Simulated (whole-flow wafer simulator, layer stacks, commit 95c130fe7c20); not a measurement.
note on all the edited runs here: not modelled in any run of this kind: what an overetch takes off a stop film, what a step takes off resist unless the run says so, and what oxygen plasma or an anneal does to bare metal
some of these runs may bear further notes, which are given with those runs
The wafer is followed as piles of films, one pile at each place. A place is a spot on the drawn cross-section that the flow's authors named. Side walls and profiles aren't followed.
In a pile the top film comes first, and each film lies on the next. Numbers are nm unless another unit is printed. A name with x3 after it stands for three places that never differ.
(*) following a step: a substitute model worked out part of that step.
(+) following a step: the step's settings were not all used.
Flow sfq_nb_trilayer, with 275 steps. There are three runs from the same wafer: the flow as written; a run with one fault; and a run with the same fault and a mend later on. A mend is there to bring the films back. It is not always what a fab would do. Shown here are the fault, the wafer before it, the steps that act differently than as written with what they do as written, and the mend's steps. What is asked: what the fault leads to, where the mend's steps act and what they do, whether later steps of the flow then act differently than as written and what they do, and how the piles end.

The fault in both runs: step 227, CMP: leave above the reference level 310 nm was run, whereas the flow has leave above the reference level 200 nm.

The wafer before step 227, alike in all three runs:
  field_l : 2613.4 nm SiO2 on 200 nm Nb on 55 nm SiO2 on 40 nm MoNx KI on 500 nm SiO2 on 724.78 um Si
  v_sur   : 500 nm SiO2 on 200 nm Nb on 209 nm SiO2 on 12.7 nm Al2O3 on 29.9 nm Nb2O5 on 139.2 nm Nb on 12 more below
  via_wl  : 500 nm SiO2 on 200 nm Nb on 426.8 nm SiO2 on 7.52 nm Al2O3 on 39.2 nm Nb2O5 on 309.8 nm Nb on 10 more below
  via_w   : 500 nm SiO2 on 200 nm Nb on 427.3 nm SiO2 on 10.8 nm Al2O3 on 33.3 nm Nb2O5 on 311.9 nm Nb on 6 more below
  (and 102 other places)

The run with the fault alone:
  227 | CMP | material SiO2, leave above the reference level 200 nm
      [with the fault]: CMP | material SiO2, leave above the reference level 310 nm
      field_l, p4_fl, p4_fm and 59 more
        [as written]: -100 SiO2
        [with the fault]: nothing
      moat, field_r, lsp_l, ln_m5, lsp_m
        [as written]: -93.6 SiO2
        [with the fault]: nothing
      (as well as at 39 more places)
  Later steps of the flow acting differently than as written (6 other steps are not shown; they differ only slightly, by no more than 2% or 0.5 nm, whichever is larger):
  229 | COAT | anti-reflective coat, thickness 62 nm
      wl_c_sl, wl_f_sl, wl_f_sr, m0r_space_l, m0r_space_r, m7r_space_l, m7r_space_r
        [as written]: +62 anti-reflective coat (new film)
        [with the fault]: +63.4 anti-reflective coat (new film)
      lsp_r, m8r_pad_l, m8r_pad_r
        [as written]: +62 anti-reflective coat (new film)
        [with the fault]: +65 anti-reflective coat (new film)
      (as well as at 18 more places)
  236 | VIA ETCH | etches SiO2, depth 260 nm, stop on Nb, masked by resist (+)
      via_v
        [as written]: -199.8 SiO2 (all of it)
        [with the fault]: -260 SiO2
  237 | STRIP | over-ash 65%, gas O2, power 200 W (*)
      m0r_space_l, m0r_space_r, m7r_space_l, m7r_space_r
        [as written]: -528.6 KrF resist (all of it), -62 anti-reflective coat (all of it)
        [with the fault]: -530.1 KrF resist (all of it), -63.4 anti-reflective coat (all of it)
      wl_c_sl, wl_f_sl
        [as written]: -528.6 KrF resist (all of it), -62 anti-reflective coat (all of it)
        [with the fault]: -529.9 KrF resist (all of it), -63.4 anti-reflective coat (all of it)
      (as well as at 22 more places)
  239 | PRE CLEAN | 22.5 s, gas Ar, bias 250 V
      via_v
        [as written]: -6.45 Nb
        [with the fault]: -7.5 SiO2
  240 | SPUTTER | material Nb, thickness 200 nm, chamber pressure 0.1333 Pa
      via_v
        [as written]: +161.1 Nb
        [with the fault]: +146.9 Nb (new film)
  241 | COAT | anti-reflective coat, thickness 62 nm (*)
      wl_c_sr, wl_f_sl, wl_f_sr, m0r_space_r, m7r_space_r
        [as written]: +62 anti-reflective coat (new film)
        [with the fault]: +63.3 anti-reflective coat (new film)
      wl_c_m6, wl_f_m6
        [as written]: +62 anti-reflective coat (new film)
        [with the fault]: +58.8 anti-reflective coat (new film)
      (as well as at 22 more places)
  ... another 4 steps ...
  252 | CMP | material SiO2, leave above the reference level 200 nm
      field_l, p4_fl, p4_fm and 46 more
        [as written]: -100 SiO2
        [with the fault]: -90 SiO2
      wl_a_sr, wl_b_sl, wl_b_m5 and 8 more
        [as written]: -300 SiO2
        [with the fault]: -290 SiO2
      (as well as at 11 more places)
  By the end, the piles at field_l, v_sur, via_wl and 103 more depart from the flow's by more than 2% or 0.5 nm, whichever is larger.
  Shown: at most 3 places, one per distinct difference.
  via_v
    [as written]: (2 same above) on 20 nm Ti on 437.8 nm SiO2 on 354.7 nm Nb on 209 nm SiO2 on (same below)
    [with the fault]: (2 same above) on 20 nm Ti on 513.3 nm SiO2 on 146.9 nm Nb on 42.3 nm SiO2 on 200 nm Nb on 209 nm SiO2 on (same below)
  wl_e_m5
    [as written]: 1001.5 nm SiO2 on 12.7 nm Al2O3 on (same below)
    [with the fault]: 1111.5 nm SiO2 on 12.7 nm Al2O3 on (same below)
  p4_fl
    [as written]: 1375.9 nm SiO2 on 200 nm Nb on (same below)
    [with the fault]: 1485.9 nm SiO2 on 200 nm Nb on (same below)

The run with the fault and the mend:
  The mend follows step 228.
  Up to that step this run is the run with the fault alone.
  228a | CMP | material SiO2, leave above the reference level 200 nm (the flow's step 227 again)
      field_l, p4_fl, p4_fm and 59 more
        -100 SiO2
      v_sur, via_wl, via_w and 33 more
        -110 SiO2
      moat, field_r, lsp_l, ln_m5, lsp_m
        -93.6 SiO2
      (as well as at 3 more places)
  None of the later steps of the flow acts differently than as written at any place that is followed.
  The piles end the same as the flow's at every place that both follow.
